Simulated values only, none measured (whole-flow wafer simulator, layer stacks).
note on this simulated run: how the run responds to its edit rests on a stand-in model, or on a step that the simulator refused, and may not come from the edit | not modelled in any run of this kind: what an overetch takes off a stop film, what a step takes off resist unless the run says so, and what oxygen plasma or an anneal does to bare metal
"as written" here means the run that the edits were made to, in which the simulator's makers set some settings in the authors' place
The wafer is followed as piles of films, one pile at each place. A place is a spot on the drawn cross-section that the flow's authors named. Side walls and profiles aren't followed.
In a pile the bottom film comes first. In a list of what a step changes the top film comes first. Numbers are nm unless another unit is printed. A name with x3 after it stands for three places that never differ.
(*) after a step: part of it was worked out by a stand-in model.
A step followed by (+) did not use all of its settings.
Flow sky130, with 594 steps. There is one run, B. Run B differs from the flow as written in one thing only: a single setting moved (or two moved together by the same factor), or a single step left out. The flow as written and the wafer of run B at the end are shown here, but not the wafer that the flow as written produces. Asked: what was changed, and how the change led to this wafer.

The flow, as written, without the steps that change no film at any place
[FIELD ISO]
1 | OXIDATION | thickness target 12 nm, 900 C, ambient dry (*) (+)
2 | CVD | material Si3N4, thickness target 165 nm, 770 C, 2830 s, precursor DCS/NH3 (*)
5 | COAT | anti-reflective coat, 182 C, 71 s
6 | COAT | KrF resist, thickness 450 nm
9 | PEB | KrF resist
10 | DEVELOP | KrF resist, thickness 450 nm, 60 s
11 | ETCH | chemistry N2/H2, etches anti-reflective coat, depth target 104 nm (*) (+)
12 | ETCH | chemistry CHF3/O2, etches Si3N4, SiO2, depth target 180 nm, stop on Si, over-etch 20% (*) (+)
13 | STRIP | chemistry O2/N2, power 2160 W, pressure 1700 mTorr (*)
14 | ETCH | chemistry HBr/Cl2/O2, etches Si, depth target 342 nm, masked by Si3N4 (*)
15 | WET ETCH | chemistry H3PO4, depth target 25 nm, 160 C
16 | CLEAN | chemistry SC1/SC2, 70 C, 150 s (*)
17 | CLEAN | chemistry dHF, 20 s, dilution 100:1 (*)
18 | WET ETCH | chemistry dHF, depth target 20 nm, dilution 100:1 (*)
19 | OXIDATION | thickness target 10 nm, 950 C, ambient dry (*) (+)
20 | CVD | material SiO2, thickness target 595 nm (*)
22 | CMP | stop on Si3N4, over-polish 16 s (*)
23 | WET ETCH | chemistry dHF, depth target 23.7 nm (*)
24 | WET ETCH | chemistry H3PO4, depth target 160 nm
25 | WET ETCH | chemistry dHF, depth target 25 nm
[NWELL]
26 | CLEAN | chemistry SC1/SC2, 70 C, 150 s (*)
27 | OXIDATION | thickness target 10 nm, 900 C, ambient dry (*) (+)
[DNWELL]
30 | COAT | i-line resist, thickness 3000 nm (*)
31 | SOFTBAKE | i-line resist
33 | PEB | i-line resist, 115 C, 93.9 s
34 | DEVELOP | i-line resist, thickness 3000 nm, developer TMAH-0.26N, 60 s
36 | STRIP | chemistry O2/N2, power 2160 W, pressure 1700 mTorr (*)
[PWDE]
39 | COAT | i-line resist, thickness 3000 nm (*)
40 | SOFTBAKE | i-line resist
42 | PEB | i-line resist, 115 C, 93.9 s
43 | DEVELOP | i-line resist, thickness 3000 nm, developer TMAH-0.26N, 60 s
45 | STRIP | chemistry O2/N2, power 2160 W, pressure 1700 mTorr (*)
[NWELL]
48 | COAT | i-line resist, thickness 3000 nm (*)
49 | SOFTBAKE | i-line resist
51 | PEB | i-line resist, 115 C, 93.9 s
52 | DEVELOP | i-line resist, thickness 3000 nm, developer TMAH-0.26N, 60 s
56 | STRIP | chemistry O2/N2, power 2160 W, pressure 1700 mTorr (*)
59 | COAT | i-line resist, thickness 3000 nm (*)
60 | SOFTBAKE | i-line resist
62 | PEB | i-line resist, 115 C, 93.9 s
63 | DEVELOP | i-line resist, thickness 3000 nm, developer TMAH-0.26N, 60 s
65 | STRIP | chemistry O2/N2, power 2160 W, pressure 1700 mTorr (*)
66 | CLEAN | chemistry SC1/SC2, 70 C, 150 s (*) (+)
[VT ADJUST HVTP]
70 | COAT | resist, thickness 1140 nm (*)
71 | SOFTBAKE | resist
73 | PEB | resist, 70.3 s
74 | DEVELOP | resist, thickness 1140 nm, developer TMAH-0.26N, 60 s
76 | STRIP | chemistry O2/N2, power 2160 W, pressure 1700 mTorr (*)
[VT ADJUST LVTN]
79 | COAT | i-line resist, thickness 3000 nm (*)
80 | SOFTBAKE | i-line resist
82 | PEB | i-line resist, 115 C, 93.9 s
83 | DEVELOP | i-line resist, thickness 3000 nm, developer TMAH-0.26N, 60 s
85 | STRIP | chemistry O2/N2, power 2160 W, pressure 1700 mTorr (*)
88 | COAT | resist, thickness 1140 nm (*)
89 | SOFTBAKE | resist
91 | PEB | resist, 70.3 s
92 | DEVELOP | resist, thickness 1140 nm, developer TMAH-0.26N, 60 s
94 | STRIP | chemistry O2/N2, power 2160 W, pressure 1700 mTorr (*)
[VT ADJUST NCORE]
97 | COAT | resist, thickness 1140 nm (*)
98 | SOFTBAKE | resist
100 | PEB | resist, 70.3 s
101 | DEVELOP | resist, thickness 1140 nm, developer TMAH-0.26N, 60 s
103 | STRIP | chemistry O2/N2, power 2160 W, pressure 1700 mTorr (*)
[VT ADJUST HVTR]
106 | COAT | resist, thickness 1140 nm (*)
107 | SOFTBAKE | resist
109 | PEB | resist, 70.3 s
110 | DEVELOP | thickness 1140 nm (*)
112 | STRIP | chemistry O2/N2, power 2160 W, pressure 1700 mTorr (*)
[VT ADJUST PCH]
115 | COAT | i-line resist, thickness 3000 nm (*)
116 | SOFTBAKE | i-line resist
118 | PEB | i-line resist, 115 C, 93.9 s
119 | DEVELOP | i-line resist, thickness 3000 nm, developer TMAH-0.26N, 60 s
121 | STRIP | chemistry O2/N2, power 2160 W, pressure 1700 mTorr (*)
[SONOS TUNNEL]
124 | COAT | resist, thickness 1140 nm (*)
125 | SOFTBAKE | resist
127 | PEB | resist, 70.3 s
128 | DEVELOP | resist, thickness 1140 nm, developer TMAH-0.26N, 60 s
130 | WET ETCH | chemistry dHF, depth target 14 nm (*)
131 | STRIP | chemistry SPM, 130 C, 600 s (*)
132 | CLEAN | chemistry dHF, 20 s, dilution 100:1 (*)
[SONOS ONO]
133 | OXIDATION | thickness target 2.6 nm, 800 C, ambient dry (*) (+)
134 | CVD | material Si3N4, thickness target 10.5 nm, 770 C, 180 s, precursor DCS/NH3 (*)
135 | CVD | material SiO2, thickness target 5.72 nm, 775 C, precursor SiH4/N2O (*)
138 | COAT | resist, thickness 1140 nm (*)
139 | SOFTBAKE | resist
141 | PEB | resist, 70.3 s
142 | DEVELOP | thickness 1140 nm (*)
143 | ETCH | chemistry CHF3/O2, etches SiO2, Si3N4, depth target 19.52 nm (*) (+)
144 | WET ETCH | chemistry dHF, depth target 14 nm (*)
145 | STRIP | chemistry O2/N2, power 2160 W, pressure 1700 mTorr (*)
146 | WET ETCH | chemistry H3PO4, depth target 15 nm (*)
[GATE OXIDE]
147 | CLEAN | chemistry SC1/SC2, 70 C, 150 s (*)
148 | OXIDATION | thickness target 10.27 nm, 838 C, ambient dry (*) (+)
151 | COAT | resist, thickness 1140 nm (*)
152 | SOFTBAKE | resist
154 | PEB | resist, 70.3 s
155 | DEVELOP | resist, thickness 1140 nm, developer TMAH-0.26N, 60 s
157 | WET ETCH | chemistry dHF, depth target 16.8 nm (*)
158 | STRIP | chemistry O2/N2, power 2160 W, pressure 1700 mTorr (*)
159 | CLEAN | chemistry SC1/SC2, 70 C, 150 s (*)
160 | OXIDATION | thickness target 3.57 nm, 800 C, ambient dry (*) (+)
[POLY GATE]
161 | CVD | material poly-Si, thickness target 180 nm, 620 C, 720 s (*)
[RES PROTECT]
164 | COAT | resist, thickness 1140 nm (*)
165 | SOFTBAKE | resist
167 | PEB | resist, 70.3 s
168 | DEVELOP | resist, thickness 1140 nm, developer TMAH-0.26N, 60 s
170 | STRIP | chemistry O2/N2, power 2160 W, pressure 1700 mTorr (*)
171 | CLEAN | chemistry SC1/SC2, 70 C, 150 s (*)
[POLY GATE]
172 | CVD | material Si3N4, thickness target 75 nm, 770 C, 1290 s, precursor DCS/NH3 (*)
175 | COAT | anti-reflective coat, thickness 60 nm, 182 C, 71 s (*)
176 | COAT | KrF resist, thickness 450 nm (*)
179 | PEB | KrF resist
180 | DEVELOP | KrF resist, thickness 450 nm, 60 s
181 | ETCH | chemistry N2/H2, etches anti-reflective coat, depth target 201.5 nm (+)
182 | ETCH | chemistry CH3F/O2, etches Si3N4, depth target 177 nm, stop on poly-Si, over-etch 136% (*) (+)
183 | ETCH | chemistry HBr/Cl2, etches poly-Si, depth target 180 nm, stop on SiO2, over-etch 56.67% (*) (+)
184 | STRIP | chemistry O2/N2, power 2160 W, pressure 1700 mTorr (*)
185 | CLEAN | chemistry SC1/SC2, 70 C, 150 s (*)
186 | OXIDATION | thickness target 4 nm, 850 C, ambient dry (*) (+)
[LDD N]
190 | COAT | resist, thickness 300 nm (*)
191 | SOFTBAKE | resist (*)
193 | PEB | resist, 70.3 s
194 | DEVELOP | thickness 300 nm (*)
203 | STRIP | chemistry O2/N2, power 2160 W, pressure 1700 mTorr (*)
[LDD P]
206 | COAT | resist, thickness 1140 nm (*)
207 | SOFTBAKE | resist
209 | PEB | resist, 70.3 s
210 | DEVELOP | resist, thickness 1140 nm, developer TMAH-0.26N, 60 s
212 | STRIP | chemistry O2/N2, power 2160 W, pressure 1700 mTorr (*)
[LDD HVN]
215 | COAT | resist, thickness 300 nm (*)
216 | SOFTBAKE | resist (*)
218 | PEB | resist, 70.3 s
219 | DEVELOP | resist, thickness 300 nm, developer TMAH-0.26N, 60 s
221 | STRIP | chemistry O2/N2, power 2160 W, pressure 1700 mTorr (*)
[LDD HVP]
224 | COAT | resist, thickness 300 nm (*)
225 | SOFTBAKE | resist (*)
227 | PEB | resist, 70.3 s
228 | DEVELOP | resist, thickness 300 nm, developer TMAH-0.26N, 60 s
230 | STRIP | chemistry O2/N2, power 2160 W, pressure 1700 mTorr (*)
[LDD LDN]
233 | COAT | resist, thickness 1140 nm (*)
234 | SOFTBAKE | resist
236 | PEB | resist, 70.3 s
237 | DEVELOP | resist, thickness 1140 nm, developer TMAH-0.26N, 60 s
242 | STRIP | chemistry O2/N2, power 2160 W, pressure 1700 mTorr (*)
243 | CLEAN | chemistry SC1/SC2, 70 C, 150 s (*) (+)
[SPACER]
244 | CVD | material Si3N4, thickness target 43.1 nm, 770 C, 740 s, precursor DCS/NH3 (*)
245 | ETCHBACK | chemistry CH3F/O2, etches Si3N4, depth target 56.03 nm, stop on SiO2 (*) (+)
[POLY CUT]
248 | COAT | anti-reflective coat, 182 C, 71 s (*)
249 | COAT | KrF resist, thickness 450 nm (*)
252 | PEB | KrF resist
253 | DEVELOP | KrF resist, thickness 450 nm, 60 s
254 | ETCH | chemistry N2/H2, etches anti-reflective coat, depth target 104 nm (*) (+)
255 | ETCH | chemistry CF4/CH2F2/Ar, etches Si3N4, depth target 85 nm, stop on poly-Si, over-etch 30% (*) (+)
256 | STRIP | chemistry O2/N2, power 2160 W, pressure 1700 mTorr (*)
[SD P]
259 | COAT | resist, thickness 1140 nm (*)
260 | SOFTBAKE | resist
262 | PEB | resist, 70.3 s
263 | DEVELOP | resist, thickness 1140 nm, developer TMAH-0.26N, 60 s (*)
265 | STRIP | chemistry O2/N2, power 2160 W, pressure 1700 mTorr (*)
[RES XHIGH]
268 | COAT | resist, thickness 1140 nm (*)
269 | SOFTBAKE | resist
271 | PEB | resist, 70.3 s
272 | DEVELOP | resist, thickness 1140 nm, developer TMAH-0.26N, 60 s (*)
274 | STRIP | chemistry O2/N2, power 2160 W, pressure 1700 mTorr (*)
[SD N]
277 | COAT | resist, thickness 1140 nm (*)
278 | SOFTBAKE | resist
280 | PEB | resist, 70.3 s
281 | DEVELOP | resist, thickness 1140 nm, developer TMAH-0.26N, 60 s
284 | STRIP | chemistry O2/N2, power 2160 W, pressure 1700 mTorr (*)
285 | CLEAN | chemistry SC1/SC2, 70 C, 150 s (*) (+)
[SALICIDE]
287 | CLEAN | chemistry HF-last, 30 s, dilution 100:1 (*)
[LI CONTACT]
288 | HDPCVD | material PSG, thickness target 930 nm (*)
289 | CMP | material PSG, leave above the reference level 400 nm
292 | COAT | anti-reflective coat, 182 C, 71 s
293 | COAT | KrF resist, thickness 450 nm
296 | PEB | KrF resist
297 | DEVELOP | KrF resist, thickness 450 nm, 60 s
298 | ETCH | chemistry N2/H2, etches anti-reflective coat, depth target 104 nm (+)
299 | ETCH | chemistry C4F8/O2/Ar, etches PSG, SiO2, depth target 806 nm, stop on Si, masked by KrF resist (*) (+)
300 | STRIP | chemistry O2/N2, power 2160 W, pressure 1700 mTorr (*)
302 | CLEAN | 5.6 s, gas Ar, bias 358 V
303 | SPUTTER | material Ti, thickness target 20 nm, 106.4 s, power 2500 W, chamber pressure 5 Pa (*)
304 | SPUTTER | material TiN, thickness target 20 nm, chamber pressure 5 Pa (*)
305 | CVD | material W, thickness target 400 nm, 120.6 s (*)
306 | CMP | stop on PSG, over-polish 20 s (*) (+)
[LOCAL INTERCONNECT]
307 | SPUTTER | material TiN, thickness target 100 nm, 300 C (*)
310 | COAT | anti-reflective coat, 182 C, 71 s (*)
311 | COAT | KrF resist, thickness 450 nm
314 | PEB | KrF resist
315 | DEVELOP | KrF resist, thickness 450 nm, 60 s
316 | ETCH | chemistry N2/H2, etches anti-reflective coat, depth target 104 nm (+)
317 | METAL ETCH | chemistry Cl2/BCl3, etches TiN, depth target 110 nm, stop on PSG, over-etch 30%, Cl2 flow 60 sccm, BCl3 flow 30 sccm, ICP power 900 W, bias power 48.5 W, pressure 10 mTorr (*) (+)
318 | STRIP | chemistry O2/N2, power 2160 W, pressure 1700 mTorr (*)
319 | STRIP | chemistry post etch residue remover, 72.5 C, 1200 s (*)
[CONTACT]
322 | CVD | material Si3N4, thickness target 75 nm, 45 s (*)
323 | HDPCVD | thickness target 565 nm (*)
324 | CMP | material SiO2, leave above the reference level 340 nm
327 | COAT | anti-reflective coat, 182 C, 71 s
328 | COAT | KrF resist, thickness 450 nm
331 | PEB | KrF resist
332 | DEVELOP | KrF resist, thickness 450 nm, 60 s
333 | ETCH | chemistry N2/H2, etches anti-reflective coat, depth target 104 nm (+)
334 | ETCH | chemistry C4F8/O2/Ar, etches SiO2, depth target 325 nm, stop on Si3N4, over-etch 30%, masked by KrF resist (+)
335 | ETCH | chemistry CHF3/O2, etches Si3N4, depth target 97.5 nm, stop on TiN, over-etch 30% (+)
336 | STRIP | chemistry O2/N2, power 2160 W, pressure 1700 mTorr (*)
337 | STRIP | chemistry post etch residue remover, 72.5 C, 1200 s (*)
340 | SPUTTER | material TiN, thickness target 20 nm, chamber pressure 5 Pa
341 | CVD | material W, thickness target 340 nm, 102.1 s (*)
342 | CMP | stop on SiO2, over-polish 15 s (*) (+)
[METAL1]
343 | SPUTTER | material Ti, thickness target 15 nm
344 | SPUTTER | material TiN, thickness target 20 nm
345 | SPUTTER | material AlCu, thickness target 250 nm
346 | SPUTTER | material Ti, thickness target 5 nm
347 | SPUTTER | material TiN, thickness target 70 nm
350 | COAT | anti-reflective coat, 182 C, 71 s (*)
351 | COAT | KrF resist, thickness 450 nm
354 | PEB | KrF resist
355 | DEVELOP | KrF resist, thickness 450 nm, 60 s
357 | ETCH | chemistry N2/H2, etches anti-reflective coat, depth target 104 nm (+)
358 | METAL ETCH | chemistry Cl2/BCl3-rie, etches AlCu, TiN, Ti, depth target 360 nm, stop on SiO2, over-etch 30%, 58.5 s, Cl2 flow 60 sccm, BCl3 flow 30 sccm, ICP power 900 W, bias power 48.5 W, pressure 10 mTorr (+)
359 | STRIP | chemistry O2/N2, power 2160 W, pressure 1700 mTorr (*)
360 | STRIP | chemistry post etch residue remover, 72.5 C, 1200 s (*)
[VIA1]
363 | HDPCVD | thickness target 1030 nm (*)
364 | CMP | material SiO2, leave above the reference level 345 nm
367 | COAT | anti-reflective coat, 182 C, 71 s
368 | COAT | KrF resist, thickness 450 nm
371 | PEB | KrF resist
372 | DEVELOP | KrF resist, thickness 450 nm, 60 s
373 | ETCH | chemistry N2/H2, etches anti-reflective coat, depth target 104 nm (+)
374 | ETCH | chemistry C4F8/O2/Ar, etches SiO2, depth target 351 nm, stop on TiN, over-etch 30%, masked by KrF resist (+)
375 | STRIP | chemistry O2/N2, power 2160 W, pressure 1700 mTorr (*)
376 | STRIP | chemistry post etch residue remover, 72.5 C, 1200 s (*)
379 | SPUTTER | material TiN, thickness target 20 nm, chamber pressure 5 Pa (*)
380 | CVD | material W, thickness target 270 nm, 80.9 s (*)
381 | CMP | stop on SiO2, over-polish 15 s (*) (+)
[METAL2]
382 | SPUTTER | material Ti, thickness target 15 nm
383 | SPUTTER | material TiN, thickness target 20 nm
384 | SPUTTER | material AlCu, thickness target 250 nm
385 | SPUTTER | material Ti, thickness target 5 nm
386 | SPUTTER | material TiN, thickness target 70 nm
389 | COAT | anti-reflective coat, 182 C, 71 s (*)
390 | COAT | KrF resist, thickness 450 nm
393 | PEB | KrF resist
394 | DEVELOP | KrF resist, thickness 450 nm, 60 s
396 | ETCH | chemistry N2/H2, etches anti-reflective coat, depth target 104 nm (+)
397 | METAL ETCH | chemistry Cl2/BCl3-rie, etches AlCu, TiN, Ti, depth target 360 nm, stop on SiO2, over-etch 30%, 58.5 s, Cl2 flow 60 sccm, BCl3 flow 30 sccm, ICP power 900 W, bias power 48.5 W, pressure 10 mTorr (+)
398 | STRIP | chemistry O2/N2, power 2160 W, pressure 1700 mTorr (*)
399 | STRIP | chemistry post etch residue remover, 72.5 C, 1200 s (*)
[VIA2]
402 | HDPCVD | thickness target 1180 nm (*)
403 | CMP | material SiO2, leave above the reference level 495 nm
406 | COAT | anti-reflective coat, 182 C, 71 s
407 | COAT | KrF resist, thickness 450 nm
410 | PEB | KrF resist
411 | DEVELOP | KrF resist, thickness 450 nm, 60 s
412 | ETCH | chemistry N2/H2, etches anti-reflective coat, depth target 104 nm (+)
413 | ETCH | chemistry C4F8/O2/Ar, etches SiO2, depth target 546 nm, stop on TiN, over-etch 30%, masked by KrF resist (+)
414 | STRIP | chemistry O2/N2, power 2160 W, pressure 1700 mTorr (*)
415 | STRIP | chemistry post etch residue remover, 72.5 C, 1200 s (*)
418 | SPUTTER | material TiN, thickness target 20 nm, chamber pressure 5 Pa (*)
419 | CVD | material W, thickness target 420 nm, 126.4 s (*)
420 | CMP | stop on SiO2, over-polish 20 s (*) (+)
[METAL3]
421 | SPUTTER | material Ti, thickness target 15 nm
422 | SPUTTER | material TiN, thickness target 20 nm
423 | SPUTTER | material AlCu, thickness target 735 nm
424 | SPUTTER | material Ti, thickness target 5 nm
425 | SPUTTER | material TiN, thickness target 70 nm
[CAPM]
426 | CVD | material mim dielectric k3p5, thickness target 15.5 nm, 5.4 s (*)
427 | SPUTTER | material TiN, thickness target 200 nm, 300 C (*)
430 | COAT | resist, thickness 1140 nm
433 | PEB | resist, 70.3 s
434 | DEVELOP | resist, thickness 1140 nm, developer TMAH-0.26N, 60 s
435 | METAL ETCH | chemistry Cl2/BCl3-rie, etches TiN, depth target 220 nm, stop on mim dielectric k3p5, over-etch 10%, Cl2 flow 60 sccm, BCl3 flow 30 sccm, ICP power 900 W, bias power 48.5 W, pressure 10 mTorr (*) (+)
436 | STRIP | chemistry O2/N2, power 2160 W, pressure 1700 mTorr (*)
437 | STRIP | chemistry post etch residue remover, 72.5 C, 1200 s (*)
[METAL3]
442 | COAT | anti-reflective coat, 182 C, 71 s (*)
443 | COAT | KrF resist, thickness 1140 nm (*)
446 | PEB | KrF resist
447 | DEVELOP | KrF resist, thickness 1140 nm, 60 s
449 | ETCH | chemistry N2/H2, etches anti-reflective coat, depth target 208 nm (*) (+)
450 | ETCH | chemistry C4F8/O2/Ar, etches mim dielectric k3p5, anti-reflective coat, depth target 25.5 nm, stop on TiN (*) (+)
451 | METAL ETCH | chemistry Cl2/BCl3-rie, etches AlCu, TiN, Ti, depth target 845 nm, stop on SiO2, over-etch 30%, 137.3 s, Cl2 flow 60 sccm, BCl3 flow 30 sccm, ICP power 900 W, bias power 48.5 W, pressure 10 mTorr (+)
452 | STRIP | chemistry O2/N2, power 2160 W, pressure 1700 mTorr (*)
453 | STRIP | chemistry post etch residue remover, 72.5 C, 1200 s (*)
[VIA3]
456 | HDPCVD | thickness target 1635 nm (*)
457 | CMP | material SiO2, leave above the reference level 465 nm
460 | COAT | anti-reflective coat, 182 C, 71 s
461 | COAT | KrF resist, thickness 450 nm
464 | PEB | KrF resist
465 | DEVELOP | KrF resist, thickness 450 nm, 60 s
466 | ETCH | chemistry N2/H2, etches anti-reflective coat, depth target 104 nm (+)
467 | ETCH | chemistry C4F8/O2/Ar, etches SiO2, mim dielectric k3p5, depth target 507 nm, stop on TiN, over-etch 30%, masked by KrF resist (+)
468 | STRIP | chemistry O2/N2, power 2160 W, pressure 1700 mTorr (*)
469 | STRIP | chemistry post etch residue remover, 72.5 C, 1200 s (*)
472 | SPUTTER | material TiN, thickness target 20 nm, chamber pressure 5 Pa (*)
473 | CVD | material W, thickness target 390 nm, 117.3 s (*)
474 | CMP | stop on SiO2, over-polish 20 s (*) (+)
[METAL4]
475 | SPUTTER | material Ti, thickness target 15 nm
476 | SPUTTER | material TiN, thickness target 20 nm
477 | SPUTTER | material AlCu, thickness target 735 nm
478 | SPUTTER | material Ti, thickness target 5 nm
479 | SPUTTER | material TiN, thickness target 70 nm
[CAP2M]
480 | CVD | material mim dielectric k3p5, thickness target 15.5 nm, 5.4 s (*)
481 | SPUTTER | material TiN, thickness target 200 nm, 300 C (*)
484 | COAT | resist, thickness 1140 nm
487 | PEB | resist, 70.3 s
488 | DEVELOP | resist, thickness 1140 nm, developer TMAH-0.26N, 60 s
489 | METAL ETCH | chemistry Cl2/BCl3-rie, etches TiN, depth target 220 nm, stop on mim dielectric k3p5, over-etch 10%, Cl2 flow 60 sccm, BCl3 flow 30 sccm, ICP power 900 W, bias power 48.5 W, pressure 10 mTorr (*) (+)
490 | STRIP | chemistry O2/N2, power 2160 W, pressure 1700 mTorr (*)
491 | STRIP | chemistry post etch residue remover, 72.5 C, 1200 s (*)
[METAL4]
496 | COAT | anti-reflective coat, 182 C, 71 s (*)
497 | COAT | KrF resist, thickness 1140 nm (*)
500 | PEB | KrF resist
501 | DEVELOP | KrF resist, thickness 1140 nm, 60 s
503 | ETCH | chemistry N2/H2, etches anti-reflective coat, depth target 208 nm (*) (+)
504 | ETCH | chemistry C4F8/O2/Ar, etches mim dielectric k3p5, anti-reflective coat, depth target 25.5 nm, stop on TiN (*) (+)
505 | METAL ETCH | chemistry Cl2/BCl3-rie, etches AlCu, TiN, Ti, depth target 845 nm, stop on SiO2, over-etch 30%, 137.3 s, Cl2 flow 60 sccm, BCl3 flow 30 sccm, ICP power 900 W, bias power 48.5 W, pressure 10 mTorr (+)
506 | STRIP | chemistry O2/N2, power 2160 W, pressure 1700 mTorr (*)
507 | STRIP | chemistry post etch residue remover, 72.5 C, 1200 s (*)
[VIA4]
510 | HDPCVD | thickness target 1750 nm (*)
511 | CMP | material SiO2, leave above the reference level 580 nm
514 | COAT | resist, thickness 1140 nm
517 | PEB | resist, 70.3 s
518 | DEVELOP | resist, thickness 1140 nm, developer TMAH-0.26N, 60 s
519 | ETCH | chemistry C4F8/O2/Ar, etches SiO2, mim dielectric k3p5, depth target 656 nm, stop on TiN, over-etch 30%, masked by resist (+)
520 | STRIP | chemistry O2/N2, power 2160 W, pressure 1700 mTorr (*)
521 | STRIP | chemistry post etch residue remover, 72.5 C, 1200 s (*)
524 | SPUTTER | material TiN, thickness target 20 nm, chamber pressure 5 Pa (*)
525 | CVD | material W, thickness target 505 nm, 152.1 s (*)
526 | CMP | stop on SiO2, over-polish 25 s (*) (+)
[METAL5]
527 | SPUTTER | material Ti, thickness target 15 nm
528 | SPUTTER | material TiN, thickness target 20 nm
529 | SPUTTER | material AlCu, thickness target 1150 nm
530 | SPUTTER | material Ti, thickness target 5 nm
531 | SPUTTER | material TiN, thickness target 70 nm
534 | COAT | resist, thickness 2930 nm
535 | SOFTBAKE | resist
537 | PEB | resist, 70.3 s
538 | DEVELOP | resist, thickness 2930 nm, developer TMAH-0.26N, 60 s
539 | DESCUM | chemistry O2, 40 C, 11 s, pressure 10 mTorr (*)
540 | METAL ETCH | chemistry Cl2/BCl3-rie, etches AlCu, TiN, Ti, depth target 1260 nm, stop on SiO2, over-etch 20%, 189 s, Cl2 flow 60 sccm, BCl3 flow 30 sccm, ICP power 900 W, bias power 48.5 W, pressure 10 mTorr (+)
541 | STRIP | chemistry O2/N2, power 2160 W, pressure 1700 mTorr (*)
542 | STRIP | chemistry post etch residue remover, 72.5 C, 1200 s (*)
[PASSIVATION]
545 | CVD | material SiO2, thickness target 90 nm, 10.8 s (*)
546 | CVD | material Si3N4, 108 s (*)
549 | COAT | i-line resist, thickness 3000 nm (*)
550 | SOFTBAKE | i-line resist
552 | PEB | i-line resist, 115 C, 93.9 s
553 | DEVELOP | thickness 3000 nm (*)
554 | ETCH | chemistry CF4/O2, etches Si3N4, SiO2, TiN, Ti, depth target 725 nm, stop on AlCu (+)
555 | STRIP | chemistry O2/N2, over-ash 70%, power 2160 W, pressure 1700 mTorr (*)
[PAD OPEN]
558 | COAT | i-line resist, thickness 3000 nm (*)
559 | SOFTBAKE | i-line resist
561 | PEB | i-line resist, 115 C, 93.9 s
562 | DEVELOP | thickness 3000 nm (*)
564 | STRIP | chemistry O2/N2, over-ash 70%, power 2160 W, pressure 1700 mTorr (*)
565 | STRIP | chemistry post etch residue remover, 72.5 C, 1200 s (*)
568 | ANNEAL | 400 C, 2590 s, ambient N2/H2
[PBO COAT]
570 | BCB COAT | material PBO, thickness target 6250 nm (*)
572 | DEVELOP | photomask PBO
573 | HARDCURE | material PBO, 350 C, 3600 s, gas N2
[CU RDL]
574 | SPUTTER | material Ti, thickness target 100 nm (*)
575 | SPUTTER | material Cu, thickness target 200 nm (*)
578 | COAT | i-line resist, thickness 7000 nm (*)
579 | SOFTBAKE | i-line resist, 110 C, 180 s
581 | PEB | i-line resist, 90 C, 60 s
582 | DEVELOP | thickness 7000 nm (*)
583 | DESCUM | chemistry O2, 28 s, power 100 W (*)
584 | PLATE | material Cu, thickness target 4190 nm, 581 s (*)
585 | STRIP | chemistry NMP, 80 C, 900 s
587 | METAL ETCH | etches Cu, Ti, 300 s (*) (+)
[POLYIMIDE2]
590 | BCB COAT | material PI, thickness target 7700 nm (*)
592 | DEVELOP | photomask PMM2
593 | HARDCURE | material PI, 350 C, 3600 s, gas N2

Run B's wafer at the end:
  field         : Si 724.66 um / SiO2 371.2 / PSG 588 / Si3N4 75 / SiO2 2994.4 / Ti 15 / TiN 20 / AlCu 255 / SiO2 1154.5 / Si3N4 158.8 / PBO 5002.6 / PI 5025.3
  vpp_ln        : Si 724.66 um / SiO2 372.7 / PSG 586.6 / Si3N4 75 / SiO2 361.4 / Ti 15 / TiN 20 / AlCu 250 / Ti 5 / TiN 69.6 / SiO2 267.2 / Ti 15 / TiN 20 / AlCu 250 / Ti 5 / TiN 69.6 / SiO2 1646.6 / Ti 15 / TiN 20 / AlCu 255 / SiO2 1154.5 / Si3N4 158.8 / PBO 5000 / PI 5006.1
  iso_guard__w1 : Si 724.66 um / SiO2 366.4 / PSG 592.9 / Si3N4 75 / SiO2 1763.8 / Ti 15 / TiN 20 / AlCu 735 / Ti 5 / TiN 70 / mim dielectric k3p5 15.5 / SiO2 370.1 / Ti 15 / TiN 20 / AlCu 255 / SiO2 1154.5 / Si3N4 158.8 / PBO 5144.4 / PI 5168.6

Cause: step 505, METAL ETCH: depth target 422.5 nm was run, whereas the flow has depth target 845 nm; step 505, METAL ETCH: 68.7 s was run, where the flow has 137.3 s.

How this came from the change, step by step:
  505 | METAL ETCH | chemistry Cl2/BCl3-rie, etches AlCu, TiN, Ti, depth target 845 nm, stop on SiO2, over-etch 30%, 137.3 s, Cl2 flow 60 sccm, BCl3 flow 30 sccm, ICP power 900 W, bias power 48.5 W, pressure 10 mTorr (+)
      field, gate, spacer and 68 more: -70 TiN (all of it), -5 Ti (all of it), -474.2 AlCu (as written it would have been: -70 TiN (all of it), -5 Ti (all of it), -735 AlCu (all of it), -20 TiN (all of it), -15 Ti (all of it), -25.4 SiO2)
      active, vpp_iso1, mim_edge_plate and 14 more: -70 TiN (all of it), -5 Ti (all of it), -474.2 AlCu (as written it would have been: -70 TiN (all of it), -5 Ti (all of it), -735 AlCu (all of it), -20 TiN (all of it), -15 Ti (all of it), -25.3 SiO2)
      (as well as at 105 more places)
  506 | STRIP | chemistry O2/N2, power 2160 W, pressure 1700 mTorr (*)
      mim, dice_street, dext_nw_sti and 46 more: -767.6 KrF resist (all of it), -80 anti-reflective coat (all of it) (as written it would have been: -492.9 KrF resist (all of it), -80 anti-reflective coat (all of it))
      n_well, p_well, gate_hv and 34 more: -767.5 KrF resist (all of it), -80 anti-reflective coat (all of it) (as written it would have been: -492.9 KrF resist (all of it), -80 anti-reflective coat (all of it))
      (as well as at 19 more places)
  507 | STRIP | chemistry post etch residue remover, 72.5 C, 1200 s (*)
      field, active, gate and 85 more: -5.72 AlCu (as written it would have been: nothing)
  510 | HDPCVD | thickness target 1750 nm (*)
      field, active, gate and 85 more: +1750 SiO2 (new film) (as written it would have been: +1750 SiO2)
  511 | CMP | material SiO2, leave above the reference level 580 nm
      field, active, gate and 77 more: -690 SiO2 (as written it would have been: -374.7 SiO2)
      iso_guard__w1, mim_edge_gap, vpp_l1ln, vpp_m3ln, rpm_encl, via2_enc, rpm_encl_psd, iso_guard_nsd_tip: -690 SiO2 (as written it would have been: -374.6 SiO2)
If metal films that touch count as one body, field has 1 body; the flow as written gives 0 bodies.
If metal films that touch count as one body, vpp_ln has 3 bodies (between them, from the top down: SiO2 1646.6; SiO2 267.2); the flow as written gives 2 bodies (between them, from the top down: SiO2 267.2).
If metal films that touch count as one body, iso_guard__w1 has 2 bodies (between them, from the top down: SiO2 370.1 / mim dielectric k3p5 15.5); the flow as written gives 1 body.
